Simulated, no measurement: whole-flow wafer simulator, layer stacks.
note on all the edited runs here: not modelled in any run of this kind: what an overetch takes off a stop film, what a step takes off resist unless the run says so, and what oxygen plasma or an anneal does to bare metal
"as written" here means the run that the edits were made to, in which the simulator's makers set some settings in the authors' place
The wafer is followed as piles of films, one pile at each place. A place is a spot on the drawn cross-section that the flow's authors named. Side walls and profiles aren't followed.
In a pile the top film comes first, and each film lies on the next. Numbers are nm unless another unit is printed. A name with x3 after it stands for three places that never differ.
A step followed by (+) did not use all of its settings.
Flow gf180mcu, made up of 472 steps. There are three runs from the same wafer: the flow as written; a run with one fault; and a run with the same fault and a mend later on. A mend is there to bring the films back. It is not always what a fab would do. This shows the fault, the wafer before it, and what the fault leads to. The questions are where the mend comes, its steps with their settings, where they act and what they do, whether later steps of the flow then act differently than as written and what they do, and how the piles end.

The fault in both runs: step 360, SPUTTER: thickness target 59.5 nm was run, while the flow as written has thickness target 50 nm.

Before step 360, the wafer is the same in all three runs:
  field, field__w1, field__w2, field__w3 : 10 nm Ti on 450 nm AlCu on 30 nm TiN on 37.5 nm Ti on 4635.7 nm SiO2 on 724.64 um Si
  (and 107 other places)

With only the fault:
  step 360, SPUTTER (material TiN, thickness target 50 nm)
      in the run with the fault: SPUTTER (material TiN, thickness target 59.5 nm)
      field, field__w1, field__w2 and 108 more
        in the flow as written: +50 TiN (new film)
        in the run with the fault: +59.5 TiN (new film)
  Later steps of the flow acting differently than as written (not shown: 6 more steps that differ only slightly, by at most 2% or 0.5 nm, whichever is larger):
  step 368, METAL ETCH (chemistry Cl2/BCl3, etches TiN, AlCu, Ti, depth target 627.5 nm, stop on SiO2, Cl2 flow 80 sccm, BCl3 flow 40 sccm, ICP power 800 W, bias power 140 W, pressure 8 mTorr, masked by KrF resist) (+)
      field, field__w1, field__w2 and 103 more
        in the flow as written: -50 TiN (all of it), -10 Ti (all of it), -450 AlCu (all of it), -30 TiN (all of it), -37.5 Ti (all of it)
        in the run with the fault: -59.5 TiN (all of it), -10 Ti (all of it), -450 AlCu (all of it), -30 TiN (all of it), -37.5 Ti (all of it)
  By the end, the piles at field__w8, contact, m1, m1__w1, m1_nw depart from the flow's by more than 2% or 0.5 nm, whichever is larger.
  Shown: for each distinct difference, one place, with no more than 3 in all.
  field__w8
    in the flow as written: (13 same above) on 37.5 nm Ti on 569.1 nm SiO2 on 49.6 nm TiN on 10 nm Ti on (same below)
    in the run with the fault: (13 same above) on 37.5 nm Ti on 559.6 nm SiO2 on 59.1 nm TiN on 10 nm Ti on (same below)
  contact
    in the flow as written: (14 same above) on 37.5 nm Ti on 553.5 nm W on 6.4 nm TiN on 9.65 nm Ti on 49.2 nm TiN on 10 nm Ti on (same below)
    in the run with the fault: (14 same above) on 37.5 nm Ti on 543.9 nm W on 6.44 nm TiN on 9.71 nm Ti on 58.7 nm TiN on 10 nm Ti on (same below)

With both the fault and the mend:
  The mend follows step 360.
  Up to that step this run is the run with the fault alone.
  step 360a, METAL ETCH (chemistry Cl2/BCl3, etches TiN, AlCu, Ti, depth target 9.5 nm, Cl2 flow 80 sccm, BCl3 flow 40 sccm, ICP power 800 W, bias power 140 W, pressure 8 mTorr) (the flow's step 260, run once more with other settings)
      field, field__w1, field__w2 and 108 more
        -9.5 TiN
  Every later step of the flow that is run acts as written at every place that is followed.
  By the end, the piles equal the flow's at every place that both follow.
